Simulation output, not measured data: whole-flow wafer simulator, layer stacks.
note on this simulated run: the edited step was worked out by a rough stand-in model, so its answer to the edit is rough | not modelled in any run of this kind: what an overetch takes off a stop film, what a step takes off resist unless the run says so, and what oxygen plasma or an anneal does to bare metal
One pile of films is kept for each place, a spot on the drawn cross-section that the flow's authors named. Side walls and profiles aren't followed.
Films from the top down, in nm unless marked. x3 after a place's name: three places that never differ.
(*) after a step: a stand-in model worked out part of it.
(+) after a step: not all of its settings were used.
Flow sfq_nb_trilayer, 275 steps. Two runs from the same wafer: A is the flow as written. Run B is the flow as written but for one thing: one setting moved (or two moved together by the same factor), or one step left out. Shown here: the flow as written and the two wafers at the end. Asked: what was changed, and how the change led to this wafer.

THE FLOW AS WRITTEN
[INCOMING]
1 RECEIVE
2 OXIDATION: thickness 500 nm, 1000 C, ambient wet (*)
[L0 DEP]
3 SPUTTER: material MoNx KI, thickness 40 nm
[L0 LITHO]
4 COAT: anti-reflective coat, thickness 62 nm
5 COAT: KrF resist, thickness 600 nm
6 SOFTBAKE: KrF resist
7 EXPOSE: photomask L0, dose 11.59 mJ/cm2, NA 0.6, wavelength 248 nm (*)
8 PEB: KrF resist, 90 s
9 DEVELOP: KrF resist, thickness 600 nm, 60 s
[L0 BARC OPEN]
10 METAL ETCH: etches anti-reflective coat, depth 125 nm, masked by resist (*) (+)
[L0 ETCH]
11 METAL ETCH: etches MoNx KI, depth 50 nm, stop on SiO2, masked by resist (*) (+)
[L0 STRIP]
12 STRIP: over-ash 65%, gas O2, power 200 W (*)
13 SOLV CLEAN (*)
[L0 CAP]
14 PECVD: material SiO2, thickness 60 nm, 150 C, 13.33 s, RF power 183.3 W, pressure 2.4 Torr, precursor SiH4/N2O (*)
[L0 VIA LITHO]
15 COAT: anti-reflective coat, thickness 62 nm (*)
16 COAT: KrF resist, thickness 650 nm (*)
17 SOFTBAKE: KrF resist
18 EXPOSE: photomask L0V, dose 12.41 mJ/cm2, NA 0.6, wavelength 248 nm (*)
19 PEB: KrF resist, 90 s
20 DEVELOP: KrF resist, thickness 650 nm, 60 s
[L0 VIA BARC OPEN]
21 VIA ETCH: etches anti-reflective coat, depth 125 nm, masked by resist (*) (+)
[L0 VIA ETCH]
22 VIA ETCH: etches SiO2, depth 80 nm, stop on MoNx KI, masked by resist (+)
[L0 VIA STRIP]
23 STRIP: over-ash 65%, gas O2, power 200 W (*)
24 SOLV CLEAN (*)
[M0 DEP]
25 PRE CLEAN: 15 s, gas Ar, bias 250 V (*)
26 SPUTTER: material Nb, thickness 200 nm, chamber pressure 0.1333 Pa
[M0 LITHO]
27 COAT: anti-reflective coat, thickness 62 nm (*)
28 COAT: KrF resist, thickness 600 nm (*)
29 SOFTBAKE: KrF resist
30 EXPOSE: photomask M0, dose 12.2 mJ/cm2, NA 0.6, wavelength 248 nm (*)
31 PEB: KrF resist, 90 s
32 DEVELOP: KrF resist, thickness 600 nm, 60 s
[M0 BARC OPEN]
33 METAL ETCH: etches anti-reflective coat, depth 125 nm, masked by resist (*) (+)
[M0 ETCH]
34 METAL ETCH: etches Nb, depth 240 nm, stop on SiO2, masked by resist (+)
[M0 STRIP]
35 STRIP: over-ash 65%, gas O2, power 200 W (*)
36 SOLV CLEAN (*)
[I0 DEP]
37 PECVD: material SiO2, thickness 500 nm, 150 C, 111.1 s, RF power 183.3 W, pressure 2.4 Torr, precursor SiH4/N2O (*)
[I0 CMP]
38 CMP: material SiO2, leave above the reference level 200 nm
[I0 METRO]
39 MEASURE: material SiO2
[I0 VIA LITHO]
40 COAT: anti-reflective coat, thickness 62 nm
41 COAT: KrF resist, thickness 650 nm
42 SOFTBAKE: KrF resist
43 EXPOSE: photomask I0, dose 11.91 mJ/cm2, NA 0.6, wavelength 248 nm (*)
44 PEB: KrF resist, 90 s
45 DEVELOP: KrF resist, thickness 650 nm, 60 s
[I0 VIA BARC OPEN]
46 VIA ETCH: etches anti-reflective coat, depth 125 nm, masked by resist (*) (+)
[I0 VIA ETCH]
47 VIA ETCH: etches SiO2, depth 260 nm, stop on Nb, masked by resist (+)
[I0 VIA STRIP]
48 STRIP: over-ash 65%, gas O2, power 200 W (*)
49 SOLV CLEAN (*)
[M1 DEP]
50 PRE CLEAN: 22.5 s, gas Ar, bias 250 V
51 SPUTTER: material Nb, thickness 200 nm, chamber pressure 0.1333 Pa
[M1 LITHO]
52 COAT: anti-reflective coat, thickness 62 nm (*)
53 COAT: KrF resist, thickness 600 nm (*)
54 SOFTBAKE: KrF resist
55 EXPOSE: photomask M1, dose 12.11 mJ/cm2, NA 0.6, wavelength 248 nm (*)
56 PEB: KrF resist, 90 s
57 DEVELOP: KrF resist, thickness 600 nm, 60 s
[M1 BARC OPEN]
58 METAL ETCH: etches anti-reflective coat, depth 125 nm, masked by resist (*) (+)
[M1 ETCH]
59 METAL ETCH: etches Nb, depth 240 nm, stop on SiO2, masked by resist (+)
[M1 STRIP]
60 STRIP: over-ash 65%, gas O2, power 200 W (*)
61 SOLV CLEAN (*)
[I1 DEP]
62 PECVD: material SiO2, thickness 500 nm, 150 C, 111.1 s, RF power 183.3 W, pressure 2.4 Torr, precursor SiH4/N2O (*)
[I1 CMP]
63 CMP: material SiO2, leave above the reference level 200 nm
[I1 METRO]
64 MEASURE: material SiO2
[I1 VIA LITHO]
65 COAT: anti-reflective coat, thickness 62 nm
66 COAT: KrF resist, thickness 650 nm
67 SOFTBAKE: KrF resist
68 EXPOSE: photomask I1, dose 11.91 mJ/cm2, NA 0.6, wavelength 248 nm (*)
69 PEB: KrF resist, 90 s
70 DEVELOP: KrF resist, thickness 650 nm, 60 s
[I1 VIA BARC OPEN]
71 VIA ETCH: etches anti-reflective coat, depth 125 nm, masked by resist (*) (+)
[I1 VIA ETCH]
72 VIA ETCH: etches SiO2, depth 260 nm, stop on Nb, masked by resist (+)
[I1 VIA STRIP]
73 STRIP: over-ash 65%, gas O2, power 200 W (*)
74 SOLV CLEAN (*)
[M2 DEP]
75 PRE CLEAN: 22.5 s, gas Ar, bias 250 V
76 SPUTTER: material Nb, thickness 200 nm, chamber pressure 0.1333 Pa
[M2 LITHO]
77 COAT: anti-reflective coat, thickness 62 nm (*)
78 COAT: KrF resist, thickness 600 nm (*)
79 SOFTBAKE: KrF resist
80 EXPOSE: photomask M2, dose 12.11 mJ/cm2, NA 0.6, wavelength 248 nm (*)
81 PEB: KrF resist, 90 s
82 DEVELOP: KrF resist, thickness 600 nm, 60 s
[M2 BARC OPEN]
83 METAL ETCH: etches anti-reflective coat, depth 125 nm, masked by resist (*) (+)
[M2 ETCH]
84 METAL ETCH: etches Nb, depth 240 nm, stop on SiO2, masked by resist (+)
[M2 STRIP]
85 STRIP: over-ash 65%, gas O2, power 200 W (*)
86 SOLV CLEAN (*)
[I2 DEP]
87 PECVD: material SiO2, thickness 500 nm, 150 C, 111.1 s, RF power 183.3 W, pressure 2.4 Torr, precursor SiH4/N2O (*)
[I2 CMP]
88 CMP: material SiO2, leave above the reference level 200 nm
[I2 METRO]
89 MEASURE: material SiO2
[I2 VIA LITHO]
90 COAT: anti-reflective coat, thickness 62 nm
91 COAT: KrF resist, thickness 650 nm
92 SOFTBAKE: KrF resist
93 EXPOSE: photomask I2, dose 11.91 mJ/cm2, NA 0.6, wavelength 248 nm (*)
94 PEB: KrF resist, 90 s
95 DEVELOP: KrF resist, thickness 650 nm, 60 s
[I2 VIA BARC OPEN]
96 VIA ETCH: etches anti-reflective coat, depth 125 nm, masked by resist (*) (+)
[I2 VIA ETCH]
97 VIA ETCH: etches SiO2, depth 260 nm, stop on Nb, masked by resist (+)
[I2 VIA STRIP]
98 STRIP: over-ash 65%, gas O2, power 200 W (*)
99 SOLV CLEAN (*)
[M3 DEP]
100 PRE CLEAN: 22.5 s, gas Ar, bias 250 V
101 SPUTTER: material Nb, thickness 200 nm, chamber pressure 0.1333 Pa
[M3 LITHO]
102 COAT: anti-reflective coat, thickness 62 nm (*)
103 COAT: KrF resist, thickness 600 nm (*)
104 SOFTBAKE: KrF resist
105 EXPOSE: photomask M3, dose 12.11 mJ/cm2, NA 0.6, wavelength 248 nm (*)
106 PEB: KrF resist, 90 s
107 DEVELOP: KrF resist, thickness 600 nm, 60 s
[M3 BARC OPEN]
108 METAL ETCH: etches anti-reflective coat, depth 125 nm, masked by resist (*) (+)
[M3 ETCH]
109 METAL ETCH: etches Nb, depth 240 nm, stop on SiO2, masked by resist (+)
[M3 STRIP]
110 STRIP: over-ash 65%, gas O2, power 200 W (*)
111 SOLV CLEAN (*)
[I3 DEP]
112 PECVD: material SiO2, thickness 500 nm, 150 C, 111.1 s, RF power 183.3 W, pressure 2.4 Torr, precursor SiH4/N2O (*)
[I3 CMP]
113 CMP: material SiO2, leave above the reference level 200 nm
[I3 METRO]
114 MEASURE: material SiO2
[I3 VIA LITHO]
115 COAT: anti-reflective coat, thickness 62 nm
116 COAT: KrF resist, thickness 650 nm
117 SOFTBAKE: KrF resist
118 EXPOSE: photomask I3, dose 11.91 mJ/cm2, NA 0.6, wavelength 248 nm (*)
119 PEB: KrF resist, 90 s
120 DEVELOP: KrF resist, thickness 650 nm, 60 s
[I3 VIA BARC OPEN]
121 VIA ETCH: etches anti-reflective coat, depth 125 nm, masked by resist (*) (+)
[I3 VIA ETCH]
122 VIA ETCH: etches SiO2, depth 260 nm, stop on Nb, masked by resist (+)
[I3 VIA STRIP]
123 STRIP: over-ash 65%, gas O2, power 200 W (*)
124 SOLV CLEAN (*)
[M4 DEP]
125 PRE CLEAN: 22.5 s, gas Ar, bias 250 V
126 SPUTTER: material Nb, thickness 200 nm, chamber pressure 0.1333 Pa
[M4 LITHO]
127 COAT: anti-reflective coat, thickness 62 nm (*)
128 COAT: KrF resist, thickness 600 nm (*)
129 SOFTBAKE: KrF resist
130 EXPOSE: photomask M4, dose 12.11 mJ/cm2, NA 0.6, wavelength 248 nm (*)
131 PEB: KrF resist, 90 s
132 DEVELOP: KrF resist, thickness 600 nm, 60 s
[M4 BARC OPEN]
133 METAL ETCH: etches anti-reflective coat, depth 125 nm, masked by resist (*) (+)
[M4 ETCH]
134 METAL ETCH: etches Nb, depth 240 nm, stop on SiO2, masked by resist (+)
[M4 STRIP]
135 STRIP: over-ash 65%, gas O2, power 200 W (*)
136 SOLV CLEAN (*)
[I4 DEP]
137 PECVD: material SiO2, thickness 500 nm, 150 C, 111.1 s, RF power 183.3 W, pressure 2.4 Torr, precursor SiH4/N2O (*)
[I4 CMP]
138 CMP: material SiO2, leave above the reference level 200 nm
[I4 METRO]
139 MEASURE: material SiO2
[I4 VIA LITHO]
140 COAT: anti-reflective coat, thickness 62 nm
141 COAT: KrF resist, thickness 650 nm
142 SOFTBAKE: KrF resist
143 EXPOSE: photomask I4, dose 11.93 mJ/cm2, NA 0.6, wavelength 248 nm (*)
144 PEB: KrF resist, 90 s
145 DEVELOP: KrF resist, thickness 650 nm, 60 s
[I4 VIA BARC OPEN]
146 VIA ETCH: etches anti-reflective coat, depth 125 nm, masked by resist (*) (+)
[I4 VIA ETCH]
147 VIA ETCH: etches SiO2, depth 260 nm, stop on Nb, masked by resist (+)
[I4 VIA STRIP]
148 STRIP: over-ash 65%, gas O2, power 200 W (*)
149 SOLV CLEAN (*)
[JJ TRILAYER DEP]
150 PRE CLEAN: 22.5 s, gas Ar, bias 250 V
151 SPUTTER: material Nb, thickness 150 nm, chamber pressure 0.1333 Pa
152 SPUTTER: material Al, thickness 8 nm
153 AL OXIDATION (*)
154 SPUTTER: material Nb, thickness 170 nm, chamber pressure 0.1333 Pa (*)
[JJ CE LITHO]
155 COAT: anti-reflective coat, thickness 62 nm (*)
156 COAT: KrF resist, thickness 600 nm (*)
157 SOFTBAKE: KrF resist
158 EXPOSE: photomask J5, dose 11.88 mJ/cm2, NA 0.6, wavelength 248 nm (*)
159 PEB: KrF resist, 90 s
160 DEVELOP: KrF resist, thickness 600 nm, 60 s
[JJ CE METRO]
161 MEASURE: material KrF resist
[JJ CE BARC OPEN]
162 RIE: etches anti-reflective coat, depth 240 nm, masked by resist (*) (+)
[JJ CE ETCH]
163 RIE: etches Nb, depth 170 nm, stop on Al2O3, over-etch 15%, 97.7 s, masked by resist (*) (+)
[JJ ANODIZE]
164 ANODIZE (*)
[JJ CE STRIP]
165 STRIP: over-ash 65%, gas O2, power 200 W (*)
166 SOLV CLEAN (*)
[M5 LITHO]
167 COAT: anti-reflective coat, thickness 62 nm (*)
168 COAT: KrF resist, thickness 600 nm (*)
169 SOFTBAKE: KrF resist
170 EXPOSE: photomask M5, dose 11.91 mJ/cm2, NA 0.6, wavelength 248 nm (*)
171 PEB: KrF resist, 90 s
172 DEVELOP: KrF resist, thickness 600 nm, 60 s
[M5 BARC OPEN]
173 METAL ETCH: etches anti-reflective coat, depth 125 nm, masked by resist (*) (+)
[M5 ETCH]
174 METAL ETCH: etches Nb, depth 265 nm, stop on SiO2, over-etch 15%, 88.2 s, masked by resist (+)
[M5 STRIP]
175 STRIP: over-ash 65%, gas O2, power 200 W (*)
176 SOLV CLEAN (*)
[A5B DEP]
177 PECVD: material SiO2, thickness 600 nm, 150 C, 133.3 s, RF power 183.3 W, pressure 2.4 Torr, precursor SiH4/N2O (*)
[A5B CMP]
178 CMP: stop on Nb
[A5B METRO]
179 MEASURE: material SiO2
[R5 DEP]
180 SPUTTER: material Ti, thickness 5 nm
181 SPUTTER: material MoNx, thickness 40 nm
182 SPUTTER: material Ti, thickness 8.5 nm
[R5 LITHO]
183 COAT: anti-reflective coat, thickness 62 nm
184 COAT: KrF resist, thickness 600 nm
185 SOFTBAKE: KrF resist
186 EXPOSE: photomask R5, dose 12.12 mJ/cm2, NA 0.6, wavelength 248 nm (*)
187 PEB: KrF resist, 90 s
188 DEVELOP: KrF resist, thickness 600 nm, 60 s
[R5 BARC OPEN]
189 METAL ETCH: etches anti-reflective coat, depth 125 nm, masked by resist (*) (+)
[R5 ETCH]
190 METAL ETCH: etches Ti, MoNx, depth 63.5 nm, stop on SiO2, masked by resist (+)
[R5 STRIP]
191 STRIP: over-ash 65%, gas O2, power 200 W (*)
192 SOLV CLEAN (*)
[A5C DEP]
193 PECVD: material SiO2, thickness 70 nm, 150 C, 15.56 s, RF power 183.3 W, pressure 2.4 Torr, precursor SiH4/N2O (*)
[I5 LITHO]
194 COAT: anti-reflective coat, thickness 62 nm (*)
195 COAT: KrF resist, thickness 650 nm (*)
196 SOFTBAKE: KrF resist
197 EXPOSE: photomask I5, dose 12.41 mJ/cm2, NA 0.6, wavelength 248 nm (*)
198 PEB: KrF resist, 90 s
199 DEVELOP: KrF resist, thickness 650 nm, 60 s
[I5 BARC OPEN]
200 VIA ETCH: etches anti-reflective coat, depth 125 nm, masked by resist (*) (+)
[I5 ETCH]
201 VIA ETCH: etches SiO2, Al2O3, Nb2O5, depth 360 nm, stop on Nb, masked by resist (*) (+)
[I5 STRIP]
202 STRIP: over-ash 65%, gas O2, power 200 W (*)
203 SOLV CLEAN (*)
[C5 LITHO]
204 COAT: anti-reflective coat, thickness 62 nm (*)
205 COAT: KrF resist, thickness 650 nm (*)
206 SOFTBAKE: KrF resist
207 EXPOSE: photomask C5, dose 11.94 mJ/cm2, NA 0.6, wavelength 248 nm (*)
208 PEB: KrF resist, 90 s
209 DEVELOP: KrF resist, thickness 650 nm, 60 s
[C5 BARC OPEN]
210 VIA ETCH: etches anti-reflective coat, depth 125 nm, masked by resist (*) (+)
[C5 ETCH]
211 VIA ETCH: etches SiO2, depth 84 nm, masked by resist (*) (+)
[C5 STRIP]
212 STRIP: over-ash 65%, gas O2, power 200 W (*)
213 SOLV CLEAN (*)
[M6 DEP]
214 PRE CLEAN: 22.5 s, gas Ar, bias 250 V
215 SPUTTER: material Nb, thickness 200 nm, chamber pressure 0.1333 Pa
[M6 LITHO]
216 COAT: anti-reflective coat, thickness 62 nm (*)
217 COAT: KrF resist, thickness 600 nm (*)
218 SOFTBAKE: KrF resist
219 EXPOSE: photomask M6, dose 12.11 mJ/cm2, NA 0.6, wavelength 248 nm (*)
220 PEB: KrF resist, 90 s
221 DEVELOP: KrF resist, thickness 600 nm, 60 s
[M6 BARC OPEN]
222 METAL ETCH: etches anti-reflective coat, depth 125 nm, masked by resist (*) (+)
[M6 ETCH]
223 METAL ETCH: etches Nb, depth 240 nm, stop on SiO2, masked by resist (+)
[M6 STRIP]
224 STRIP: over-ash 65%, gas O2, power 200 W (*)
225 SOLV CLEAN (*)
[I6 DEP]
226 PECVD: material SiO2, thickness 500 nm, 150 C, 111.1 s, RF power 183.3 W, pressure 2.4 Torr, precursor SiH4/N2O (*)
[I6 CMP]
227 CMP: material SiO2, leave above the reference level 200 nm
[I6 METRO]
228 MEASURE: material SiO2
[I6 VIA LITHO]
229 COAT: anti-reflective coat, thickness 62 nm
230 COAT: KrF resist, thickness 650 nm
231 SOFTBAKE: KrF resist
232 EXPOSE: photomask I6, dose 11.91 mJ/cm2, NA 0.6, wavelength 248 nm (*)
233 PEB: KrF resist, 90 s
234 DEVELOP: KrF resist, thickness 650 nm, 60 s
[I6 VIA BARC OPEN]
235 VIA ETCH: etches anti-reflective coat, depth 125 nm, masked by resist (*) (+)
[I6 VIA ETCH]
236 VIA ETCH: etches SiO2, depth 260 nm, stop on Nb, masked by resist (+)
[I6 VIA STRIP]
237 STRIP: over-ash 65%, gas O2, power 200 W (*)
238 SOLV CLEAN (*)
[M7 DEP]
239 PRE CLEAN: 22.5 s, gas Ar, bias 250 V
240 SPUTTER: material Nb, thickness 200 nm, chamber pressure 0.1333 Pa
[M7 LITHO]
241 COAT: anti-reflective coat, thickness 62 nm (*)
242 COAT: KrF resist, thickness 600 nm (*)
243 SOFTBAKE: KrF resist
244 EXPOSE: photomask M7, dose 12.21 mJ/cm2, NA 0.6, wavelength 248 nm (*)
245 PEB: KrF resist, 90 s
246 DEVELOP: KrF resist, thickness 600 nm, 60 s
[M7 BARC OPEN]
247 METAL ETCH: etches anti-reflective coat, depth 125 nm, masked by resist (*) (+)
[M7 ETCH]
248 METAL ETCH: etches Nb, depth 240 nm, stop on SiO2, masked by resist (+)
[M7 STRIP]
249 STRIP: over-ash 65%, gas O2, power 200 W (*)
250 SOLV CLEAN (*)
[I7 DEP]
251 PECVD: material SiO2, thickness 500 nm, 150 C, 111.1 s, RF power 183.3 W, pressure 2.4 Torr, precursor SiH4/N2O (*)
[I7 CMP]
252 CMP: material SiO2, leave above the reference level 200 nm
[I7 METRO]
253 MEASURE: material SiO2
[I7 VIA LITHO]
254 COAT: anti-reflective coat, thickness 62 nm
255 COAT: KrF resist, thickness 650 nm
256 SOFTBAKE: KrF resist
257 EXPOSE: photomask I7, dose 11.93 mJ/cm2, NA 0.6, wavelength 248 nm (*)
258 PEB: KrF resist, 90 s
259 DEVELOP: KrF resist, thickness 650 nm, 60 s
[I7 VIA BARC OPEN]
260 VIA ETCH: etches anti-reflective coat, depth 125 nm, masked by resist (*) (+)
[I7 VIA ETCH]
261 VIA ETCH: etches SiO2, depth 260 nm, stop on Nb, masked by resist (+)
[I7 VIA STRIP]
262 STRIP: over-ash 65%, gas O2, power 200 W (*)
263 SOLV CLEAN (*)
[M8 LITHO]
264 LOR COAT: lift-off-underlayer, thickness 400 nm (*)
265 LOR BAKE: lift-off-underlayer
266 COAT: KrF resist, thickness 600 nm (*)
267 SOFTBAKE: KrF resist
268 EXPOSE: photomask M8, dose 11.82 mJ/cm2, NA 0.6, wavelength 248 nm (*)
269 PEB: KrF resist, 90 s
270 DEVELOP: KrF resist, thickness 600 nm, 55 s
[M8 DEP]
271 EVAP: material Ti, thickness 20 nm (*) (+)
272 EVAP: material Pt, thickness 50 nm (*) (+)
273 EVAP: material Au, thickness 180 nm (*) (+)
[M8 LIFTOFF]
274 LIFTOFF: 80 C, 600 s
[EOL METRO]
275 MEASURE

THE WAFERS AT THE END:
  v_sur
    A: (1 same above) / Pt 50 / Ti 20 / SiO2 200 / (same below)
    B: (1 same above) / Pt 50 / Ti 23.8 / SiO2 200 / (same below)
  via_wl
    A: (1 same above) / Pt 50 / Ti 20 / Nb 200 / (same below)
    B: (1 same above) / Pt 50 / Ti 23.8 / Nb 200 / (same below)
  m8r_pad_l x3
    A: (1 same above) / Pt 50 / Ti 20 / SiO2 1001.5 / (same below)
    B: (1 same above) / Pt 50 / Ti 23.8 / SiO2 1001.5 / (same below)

The cause: step 271, EVAP: thickness 23.8 nm was run, where the flow has thickness 20 nm.
It can be read off the wafer: v_sur has Ti 23.8, and step 271 as written asks for 20 nm.

How the change led to this, step by step:
  271 EVAP: material Ti, thickness 20 nm (*) (+)
      field_l, v_sur, via_wl and 103 more: A Ti +20 (new film) | B Ti +23.8 (new film)
  274 LIFTOFF: 80 C, 600 s
      p4_fl x3, p4_w1 x9, p4_g1 x2 and 60 more: A Au -180 (all of it), Pt -50 (all of it), Ti -20 (all of it), KrF resist -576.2 (all of it), lift-off-underlayer -400 (all of it) | B Au -180 (all of it), Pt -50 (all of it), Ti -23.8 (all of it), KrF resist -576.2 (all of it), lift-off-underlayer -400 (all of it)
      c5j, ce_r: A Au -180 (all of it), Pt -50 (all of it), Ti -20 (all of it), KrF resist -573.3 (all of it), lift-off-underlayer -399.3 (all of it) | B Au -180 (all of it), Pt -50 (all of it), Ti -23.8 (all of it), KrF resist -573.3 (all of it), lift-off-underlayer -399.3 (all of it)
      (and at 19 more places)
